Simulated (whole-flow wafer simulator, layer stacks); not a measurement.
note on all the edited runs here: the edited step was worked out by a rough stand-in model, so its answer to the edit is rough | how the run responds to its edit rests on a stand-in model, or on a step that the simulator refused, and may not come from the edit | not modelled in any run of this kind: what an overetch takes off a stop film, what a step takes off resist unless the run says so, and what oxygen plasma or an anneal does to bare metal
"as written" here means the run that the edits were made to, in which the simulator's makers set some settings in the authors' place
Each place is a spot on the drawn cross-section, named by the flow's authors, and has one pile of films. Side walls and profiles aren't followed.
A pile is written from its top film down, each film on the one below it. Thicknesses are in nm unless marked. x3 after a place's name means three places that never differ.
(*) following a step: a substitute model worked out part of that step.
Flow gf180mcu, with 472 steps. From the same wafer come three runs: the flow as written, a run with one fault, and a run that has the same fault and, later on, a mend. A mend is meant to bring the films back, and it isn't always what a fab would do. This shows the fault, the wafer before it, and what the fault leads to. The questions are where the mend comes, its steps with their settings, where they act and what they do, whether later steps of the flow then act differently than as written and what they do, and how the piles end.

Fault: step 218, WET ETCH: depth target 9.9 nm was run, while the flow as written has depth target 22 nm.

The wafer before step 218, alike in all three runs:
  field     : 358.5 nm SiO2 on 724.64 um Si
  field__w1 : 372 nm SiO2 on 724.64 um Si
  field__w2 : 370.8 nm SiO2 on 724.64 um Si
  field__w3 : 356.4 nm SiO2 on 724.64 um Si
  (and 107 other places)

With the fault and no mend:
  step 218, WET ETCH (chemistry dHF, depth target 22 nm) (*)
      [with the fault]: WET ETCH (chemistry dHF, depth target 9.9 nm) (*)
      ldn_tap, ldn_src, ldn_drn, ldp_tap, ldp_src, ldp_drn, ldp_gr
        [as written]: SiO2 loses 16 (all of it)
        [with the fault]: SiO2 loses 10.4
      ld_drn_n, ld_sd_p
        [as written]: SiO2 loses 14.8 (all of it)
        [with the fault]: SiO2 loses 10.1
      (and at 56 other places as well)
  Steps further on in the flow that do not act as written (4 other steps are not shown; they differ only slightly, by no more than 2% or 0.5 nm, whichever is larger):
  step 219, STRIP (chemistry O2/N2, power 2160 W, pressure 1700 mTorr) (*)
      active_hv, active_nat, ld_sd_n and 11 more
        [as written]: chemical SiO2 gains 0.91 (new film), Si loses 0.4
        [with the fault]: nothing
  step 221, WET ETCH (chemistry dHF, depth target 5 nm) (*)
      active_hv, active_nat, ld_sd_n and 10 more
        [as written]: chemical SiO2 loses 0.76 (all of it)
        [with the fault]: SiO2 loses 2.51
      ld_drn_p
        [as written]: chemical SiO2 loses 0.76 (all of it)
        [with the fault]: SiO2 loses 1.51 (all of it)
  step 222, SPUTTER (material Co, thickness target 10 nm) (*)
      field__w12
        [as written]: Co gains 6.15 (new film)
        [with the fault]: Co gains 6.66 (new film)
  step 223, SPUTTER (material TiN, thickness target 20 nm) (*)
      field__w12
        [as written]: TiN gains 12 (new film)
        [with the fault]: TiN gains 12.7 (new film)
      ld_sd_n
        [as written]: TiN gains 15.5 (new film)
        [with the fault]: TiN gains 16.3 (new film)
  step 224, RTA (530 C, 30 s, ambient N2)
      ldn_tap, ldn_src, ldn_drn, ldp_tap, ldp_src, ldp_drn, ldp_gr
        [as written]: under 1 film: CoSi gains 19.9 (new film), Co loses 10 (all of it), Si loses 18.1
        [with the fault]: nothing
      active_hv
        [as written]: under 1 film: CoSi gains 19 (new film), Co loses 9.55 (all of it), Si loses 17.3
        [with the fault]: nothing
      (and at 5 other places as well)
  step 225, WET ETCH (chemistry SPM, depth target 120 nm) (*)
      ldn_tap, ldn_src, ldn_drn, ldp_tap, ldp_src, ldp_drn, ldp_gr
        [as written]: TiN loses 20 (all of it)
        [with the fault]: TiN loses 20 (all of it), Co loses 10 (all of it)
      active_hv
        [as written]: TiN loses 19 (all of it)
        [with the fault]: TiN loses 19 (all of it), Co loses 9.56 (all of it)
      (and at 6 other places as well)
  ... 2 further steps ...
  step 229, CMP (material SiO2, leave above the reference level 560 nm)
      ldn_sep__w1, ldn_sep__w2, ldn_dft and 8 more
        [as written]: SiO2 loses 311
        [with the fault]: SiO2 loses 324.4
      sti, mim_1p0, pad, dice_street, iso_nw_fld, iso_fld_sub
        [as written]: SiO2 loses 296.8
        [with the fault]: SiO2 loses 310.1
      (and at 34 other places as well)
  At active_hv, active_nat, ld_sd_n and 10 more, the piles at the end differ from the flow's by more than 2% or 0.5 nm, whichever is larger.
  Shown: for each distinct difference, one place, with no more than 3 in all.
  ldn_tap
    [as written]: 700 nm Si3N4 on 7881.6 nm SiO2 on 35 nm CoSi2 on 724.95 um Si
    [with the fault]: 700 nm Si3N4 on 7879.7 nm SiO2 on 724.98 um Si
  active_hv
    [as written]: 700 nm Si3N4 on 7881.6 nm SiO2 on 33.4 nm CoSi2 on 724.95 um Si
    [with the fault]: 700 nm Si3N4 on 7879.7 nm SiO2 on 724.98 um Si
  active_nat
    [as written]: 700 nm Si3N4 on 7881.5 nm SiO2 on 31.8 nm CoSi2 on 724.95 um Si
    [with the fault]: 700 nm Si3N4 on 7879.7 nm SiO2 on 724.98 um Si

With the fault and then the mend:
  After step 218 comes the mend.
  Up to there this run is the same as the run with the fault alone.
  step 218a, WET ETCH (chemistry dHF, depth target 12.1 nm) (*) (a further turn of the flow's step 218, with different settings)
      field, field__w1, field__w2 and 47 more
        SiO2 loses 12.1
      ldn_tap, ldn_src, ldn_drn, ldp_tap, ldp_src, ldp_drn, ldp_gr
        SiO2 loses 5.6 (all of it)
      ld_drn_n, ld_sd_p
        SiO2 loses 4.69 (all of it)
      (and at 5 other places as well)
  None of the later steps of the flow differs from how it acts as written, at any place that is followed, by more than 2% or 0.5 nm, whichever is larger.
  When the end is reached, the piles differ only a little from the flow's at the places that both follow, at most by 2% or 0.5 nm, whichever is larger.
